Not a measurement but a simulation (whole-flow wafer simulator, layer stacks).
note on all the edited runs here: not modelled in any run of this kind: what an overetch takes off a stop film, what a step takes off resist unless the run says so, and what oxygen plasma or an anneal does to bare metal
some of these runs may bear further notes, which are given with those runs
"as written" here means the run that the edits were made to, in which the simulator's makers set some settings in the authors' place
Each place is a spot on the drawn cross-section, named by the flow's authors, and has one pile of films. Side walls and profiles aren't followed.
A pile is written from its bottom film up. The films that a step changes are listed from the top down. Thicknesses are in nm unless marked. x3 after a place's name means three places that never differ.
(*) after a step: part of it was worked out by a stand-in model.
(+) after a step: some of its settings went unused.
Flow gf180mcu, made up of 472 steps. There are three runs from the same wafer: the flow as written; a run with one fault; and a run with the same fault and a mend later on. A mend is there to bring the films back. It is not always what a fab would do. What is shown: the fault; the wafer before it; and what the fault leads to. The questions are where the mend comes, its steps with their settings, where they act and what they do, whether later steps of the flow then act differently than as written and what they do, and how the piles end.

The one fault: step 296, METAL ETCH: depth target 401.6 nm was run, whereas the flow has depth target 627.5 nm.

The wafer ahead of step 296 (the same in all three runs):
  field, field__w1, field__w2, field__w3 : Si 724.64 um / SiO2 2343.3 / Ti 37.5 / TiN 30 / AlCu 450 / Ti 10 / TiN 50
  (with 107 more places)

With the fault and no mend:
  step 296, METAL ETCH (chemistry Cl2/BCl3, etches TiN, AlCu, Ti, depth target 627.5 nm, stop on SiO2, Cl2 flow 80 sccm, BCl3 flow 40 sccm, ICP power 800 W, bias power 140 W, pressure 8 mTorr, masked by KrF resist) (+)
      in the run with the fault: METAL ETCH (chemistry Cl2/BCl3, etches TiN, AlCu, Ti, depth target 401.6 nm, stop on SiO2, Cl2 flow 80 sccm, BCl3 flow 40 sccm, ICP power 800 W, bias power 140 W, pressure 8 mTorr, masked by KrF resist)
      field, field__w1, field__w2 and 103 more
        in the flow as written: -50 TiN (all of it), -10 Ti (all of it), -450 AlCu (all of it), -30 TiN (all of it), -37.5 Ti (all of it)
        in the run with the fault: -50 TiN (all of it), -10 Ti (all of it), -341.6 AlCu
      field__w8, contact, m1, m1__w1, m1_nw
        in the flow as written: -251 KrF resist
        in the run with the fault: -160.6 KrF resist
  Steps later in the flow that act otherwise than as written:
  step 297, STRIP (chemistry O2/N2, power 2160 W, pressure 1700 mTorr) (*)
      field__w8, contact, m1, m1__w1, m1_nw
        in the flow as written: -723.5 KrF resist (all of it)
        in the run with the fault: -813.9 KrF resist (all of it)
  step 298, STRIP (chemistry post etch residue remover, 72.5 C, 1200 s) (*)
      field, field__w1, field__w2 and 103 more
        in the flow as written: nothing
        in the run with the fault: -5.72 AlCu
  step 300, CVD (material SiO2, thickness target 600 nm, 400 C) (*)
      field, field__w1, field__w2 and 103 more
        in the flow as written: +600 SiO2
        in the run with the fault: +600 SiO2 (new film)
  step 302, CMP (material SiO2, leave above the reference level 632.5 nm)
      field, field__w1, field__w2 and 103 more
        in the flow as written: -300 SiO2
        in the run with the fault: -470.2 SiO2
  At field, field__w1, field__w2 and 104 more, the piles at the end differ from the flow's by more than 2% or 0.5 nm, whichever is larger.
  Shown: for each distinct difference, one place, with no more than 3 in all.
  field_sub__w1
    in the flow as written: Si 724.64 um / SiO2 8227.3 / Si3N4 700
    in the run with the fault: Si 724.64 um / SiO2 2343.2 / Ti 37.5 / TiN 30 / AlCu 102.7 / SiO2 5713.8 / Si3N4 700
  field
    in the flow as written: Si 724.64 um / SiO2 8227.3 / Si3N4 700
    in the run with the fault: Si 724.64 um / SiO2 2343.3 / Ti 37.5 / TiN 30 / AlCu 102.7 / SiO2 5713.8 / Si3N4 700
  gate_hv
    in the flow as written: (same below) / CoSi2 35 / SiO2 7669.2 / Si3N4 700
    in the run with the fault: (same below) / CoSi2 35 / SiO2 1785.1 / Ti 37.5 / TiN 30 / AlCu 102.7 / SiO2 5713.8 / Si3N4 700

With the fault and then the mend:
  After step 298 comes the mend.
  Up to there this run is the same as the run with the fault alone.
  step 298a, DEHYDRATE (200 C, 60 s) (the flow's step 289 again)
      alters no film at any place that is followed
  step 298b, HMDS (120 C, 60 s) (the flow's step 290 again)
      alters no film at any place that is followed
  step 298c, COAT (KrF resist, thickness 1000 nm) (*) (the flow's step 291 again)
      iso_ptap_pw, iso_ntap_nw, iso_nw_fld and 33 more
        +1000 KrF resist (new film)
      field__w3, field__w9, field__w12 and 12 more
        +1002.7 KrF resist (new film)
      field__w5, field_sub__w5, ld_gate_p and 6 more
        +1002.6 KrF resist (new film)
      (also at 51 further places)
  step 298d, SOFTBAKE (KrF resist) (the flow's step 292 again)
      alters no film at any place that is followed
  step 298e, EXPOSE (photomask Metal2) (the flow's step 293 again)
      alters no film at any place that is followed
  step 298f, PEB (KrF resist, 135 C, 90 s) (the flow's step 294 again)
      field__w1, field__w2, field__w3 and 57 more
        -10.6 KrF resist
      iso_ptap_pw, iso_ntap_nw, iso_nw_fld and 33 more
        -10.5 KrF resist
      gate_hv, sd_p, nw_sep_fld, polyc_n
        -10.7 KrF resist
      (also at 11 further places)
  step 298g, DEVELOP (thickness 1000 nm, 60 s) (the flow's step 295 again)
      iso_ptap_pw, iso_ntap_nw, iso_nw_fld and 33 more
        -989.5 KrF resist (all of it)
      field__w5, field__w9, field_sub and 13 more
        -992.1 KrF resist (all of it)
      field_sub__w2, field_sub__w4, ld_drn_n and 9 more
        -992 KrF resist (all of it)
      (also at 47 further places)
  step 298h, METAL ETCH (chemistry Cl2/BCl3, etches TiN, AlCu, Ti, depth target 225.9 nm, stop on SiO2, Cl2 flow 80 sccm, BCl3 flow 40 sccm, ICP power 800 W, bias power 140 W, pressure 8 mTorr, masked by KrF resist) (+) (the flow's step 296 again, with other settings)
      field, field__w1, field__w2 and 103 more
        -102.7 AlCu (all of it), -30 TiN (all of it), -37.5 Ti (all of it)
      field__w8, contact, m1, m1__w1, m1_nw
        -90.4 KrF resist
  step 298i, STRIP (chemistry O2/N2, power 2160 W, pressure 1700 mTorr) (*) (the flow's step 297 again)
      field__w8
        -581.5 KrF resist (all of it)
      contact
        -579.5 KrF resist (all of it)
      m1
        -581.9 KrF resist (all of it)
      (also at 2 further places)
  step 298j, STRIP (chemistry post etch residue remover, 72.5 C, 1200 s) (*) (the flow's step 298 again)
      field__w8, contact, m1, m1__w1, m1_nw
        -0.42 TiN
  Later steps of the flow that are run all act as written at every place that is followed, up to a difference of at most 2% or 0.5 nm, whichever is larger.
  When the end is reached, the piles differ only a little from the flow's at the places that both follow, at most by 2% or 0.5 nm, whichever is larger.
